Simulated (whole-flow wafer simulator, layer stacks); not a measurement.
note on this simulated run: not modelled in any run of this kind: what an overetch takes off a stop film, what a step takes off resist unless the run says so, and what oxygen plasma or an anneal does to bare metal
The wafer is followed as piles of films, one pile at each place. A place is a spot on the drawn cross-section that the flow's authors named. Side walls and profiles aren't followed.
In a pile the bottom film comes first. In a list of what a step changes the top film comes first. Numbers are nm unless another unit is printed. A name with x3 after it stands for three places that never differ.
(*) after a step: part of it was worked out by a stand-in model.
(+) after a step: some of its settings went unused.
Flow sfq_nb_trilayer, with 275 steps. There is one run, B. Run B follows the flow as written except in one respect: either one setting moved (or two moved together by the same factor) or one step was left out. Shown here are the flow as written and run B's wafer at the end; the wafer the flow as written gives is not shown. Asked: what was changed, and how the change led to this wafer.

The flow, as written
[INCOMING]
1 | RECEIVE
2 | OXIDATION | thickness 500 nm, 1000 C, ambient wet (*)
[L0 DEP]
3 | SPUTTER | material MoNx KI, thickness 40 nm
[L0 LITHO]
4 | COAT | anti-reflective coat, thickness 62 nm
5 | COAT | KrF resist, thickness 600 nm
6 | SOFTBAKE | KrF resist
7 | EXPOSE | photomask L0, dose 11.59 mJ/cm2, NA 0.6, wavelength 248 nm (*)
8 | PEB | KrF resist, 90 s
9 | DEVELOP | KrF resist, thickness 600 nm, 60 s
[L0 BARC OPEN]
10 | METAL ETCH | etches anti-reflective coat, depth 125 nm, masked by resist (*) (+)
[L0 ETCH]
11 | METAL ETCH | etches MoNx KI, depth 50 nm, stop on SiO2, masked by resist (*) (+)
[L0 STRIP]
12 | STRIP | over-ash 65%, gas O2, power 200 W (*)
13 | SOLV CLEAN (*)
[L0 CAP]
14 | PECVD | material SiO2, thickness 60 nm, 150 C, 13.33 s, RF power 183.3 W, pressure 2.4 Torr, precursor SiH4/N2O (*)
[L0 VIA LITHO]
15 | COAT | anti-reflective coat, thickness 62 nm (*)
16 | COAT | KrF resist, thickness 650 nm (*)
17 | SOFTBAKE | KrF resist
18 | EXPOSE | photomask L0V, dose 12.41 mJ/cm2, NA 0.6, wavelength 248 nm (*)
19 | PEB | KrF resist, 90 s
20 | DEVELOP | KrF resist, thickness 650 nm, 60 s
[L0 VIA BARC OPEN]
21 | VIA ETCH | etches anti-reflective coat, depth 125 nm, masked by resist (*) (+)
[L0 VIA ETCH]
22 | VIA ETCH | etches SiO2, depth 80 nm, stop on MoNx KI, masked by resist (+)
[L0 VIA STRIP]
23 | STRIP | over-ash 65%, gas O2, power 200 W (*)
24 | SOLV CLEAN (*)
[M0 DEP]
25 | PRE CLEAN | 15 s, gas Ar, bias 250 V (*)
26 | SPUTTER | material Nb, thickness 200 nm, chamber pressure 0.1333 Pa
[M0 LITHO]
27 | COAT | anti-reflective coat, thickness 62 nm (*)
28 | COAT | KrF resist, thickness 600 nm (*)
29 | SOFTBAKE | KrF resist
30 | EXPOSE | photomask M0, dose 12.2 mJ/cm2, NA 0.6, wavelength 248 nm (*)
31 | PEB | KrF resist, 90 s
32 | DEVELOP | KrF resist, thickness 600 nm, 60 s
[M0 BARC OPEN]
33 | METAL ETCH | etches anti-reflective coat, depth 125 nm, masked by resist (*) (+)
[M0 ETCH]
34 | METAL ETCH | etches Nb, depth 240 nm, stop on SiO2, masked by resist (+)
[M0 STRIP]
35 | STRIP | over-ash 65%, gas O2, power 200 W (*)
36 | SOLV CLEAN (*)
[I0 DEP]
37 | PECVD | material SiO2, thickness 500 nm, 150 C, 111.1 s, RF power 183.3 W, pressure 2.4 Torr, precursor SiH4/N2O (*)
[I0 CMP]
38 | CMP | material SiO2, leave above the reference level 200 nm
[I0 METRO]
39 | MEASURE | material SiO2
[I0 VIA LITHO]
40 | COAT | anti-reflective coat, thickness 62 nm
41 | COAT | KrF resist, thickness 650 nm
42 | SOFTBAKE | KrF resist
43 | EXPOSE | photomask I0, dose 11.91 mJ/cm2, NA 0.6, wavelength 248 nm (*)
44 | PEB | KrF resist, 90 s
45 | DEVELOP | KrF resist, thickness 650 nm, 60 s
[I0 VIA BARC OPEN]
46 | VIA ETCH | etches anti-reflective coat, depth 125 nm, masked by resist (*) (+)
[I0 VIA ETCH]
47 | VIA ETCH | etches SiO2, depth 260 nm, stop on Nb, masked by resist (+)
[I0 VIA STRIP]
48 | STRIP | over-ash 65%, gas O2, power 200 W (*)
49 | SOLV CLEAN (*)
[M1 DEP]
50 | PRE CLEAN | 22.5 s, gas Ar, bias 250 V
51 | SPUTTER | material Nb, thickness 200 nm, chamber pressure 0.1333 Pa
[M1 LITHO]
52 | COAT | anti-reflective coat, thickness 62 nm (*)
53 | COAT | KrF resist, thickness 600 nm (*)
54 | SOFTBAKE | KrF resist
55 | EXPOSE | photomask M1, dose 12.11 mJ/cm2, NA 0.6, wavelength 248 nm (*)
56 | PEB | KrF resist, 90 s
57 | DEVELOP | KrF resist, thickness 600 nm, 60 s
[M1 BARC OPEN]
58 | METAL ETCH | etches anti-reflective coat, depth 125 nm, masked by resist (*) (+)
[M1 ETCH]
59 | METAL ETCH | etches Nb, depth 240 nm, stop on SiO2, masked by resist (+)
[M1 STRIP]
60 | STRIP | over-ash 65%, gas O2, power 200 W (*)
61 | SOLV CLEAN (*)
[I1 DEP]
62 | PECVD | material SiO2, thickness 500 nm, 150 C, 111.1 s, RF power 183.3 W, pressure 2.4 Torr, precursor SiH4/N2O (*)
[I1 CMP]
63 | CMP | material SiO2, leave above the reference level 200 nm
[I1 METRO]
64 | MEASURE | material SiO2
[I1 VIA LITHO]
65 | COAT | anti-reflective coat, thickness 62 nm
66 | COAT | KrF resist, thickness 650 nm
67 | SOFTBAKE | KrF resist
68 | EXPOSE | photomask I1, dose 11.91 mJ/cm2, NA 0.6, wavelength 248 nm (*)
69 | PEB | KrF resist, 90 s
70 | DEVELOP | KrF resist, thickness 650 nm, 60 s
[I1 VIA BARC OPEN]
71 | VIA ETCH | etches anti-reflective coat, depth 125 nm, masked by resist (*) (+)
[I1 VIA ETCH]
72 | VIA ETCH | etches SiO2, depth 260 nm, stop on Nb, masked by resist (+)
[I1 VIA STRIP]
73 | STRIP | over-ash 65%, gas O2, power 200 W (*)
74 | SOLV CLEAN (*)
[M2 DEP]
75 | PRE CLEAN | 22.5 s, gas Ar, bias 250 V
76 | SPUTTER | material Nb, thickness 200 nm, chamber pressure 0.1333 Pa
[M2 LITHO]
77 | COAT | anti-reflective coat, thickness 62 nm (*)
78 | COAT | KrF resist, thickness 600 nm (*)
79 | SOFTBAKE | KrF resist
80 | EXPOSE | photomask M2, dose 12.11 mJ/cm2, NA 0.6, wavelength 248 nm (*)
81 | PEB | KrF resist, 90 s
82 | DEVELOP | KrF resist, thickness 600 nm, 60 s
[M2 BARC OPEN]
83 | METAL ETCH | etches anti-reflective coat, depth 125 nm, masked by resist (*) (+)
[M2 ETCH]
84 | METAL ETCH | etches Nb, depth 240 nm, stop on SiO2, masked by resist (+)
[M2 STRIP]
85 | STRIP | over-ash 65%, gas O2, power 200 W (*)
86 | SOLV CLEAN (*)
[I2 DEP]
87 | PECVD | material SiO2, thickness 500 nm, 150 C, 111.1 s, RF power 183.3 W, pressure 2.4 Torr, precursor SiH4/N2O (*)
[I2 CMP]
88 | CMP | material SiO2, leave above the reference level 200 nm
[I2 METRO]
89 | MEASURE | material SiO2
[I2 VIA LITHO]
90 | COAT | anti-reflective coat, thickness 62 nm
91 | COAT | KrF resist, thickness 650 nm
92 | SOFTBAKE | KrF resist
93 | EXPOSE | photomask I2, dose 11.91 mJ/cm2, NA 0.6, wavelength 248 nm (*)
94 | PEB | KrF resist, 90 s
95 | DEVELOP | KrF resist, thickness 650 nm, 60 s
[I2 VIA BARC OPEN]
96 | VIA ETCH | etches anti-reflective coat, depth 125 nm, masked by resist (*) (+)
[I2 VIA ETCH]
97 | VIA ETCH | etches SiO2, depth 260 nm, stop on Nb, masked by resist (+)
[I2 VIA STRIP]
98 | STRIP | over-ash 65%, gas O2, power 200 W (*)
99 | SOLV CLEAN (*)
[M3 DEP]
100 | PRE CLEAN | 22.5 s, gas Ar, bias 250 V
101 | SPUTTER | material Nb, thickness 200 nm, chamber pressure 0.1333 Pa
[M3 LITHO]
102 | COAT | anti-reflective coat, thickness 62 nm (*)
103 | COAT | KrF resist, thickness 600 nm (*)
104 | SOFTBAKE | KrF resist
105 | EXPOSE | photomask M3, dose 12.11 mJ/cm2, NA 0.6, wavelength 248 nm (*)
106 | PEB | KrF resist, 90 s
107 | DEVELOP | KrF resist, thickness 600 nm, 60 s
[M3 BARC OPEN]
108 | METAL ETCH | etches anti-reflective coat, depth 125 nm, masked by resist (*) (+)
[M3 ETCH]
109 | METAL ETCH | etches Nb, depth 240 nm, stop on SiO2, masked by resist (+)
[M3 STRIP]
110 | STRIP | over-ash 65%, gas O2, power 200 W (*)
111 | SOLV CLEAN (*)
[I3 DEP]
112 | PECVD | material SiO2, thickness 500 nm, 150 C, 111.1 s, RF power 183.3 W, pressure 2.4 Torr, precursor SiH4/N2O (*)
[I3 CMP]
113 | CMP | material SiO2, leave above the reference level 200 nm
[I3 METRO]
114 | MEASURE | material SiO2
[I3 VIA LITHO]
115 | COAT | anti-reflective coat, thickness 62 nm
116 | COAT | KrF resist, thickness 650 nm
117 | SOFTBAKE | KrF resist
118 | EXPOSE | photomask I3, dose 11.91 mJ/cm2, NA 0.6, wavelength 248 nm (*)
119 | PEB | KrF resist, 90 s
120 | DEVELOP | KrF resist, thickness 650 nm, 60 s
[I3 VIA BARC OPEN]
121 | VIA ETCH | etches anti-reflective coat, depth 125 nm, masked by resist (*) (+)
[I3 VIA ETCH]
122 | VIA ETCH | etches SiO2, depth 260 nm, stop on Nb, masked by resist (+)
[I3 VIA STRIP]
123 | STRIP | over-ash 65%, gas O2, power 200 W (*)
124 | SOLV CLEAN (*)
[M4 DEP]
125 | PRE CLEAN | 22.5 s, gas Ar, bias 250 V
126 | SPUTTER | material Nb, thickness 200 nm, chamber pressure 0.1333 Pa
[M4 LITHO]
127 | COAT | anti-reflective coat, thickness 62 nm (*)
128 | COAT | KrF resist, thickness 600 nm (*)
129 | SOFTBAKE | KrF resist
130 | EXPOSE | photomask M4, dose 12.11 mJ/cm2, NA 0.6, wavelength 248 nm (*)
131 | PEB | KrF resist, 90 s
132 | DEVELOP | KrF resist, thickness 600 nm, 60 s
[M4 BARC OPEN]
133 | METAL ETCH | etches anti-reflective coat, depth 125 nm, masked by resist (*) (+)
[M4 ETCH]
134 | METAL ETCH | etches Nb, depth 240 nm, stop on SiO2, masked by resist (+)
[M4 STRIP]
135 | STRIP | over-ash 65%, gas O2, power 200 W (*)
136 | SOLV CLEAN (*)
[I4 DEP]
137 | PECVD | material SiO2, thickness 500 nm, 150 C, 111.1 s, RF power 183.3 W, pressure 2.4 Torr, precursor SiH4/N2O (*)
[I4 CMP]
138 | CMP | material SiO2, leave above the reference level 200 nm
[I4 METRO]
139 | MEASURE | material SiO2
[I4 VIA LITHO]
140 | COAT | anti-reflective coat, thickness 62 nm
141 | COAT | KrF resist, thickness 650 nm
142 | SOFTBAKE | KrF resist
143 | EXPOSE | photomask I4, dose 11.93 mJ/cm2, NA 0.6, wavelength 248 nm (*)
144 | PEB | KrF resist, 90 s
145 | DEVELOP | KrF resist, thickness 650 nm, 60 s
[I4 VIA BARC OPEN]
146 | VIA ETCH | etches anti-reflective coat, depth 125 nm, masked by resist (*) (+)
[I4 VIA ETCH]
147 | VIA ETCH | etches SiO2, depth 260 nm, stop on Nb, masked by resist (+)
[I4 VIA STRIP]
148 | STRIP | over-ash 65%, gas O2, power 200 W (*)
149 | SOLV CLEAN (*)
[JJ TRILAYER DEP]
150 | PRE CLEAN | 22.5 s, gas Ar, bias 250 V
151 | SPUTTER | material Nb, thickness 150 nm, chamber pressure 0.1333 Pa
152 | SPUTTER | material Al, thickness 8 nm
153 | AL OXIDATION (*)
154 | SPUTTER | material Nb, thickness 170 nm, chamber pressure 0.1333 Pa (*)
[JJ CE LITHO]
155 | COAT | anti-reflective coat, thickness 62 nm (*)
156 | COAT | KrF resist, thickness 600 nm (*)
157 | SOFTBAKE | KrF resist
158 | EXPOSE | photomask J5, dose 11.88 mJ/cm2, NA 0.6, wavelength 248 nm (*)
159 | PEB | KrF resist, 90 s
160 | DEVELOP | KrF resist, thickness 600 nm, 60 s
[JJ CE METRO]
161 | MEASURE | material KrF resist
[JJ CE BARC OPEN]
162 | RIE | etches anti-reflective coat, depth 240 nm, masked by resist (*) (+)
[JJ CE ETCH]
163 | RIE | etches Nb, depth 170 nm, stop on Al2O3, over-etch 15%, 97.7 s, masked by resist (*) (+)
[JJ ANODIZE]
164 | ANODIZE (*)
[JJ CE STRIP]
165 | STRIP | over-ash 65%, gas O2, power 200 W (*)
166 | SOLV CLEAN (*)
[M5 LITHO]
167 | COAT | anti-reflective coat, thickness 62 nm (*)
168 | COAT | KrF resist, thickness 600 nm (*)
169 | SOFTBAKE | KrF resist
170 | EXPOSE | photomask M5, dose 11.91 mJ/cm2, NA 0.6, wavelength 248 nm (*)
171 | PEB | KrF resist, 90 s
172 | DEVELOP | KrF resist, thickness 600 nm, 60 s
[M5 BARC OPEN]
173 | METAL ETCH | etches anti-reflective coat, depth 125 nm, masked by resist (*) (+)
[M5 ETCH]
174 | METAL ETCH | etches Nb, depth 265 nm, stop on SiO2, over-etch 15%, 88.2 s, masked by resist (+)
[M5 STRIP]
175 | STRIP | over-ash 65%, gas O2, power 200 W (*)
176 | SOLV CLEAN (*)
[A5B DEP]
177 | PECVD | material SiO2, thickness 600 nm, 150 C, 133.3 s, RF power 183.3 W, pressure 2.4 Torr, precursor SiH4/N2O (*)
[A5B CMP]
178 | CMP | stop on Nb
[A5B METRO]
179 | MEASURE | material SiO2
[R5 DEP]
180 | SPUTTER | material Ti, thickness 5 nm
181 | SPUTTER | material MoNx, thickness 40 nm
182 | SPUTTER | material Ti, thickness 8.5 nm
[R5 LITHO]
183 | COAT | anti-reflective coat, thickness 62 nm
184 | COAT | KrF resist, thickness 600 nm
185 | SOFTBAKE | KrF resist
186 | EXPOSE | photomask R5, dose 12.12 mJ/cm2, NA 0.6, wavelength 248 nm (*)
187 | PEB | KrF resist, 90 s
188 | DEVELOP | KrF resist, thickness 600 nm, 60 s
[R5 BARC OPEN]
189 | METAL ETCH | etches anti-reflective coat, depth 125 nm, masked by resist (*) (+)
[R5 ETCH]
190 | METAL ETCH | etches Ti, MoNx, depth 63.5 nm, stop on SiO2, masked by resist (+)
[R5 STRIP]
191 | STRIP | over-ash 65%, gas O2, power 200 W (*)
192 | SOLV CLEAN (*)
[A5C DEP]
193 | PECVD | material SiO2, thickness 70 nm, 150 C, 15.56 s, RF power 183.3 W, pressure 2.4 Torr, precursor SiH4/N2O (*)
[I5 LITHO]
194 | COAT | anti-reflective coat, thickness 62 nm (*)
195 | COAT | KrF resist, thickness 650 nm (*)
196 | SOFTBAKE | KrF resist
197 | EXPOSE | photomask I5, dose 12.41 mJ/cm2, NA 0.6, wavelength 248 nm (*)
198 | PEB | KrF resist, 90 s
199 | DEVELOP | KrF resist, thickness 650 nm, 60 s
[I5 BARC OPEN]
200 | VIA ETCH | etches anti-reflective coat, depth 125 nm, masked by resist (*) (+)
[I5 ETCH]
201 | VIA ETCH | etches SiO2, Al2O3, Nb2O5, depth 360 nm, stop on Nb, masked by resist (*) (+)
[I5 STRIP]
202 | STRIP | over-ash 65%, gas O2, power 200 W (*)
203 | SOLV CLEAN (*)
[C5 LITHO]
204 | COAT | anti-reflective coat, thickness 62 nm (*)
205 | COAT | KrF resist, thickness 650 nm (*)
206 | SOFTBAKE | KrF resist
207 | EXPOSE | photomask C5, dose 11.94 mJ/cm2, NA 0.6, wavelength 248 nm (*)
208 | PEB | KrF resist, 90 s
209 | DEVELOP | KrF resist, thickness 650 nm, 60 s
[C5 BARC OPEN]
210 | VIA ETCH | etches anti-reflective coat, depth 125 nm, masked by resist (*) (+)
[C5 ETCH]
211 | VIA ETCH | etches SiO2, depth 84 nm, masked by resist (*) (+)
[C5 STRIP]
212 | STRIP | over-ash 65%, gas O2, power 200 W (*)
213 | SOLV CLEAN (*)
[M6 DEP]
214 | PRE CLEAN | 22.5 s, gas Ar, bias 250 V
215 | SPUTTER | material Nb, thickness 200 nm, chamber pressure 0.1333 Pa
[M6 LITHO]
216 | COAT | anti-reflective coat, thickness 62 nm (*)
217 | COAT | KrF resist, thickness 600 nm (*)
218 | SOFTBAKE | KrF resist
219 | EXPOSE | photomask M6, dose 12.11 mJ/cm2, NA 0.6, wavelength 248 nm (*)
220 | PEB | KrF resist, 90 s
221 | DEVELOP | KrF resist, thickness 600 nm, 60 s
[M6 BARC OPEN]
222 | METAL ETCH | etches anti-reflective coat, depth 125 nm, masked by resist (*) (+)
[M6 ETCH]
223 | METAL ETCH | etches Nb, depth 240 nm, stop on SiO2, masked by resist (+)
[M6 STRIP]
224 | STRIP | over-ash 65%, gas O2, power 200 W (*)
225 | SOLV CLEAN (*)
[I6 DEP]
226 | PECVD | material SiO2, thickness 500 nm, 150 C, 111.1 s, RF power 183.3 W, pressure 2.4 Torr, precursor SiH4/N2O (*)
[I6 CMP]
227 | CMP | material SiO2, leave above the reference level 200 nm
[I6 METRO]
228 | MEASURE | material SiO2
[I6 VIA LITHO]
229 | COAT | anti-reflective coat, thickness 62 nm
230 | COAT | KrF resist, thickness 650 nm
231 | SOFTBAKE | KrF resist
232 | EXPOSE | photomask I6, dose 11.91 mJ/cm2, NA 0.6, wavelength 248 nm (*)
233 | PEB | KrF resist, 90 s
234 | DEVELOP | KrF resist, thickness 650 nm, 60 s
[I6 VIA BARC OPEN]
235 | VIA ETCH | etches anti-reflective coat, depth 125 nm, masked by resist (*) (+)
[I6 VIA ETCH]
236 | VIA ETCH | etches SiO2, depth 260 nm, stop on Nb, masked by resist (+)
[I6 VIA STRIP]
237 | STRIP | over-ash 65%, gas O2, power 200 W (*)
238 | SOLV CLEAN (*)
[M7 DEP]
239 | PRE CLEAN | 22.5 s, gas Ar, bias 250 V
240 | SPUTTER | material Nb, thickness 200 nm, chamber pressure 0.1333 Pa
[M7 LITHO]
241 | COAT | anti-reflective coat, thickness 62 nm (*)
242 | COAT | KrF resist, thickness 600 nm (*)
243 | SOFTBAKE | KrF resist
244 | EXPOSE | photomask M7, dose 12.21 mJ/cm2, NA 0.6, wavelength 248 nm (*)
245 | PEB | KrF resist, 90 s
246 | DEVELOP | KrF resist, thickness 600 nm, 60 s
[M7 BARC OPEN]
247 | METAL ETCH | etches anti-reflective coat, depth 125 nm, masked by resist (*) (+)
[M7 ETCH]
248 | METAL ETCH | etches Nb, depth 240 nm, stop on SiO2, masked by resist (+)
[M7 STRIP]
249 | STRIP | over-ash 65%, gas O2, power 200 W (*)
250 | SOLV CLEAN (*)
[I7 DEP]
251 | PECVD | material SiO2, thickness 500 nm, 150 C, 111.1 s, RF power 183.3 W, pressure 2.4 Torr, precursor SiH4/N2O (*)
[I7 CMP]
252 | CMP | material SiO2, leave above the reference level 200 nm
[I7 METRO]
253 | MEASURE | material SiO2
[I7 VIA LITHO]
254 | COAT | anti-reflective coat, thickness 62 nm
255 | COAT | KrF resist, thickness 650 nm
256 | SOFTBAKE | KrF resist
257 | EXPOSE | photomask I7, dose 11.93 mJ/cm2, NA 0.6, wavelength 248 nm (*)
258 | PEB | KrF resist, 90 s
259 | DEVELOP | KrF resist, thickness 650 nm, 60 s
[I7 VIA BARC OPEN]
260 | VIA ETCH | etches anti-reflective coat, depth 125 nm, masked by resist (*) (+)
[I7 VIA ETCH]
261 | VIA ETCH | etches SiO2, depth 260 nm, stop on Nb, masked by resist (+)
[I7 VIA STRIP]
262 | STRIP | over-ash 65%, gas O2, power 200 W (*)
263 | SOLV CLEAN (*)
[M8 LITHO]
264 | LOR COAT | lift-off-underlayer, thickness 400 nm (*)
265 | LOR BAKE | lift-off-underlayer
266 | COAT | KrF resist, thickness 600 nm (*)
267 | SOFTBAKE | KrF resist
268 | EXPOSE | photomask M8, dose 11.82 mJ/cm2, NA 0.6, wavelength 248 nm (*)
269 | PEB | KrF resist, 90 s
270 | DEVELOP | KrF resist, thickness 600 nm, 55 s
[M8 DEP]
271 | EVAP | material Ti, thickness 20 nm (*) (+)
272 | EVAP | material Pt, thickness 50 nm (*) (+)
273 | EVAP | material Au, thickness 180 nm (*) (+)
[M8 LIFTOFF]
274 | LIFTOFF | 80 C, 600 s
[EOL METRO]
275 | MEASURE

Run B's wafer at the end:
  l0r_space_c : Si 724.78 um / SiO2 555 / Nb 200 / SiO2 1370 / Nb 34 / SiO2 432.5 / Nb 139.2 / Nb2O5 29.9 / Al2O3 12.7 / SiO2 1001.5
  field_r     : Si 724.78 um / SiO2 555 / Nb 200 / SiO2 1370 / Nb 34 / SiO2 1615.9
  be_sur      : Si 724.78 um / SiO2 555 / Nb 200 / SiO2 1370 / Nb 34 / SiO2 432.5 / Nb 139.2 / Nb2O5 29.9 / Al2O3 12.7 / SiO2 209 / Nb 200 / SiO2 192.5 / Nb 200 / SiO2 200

Cause: step 126, SPUTTER: thickness 274 nm was run, whereas the flow has thickness 200 nm.

How this came from the change, step by step:
  126 | SPUTTER | material Nb, thickness 200 nm, chamber pressure 0.1333 Pa
      field_l, v_sur, via_wl and 102 more: +274 Nb (new film) (as written it would have been: +200 Nb (new film))
      via_v: +227.7 Nb (as written it would have been: +165.5 Nb)
  134 | METAL ETCH | etches Nb, depth 240 nm, stop on SiO2, masked by resist (+)
      field_l, be, be_sur and 64 more: -240 Nb (as written it would have been: -200 Nb (all of it))
  137 | PECVD | material SiO2, thickness 500 nm, 150 C, 111.1 s, RF power 183.3 W, pressure 2.4 Torr, precursor SiH4/N2O (*)
      field_l, be, be_sur and 55 more: +500 SiO2 (new film) (as written it would have been: +500 SiO2)
      p3_s0, p3_s1, p3_s2, p3_s3, p3_s4, p3_s5: +597.1 SiO2 (new film) (as written it would have been: +557.1 SiO2)
      (and at 4 other places as well)
  138 | CMP | material SiO2, leave above the reference level 200 nm
      field_l, be, be_sur and 55 more: -60 SiO2 (as written it would have been: -100 SiO2)
      lsp_r, l0_sur, l0v: -50.3 SiO2 (as written it would have been: -91.9 SiO2)
      (and at 1 other place as well)
Taking metal films that touch as one body, l0r_space_c has 3 bodies (between them, from the top down: SiO2 432.5; SiO2 1370); the flow as written gives 2 bodies (between them, from the top down: SiO2 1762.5).
Taking metal films that touch as one body, field_r has 2 bodies (between them, from the top down: SiO2 1370); the flow as written gives 1 body.
Taking metal films that touch as one body, be_sur has 5 bodies (between them, from the top down: SiO2 192.5; SiO2 209 / Al2O3 12.7 / Nb2O5 29.9; SiO2 432.5; SiO2 1370); the flow as written gives 4 bodies (between them, from the top down: SiO2 192.5; SiO2 209 / Al2O3 12.7 / Nb2O5 29.9; SiO2 1762.5).
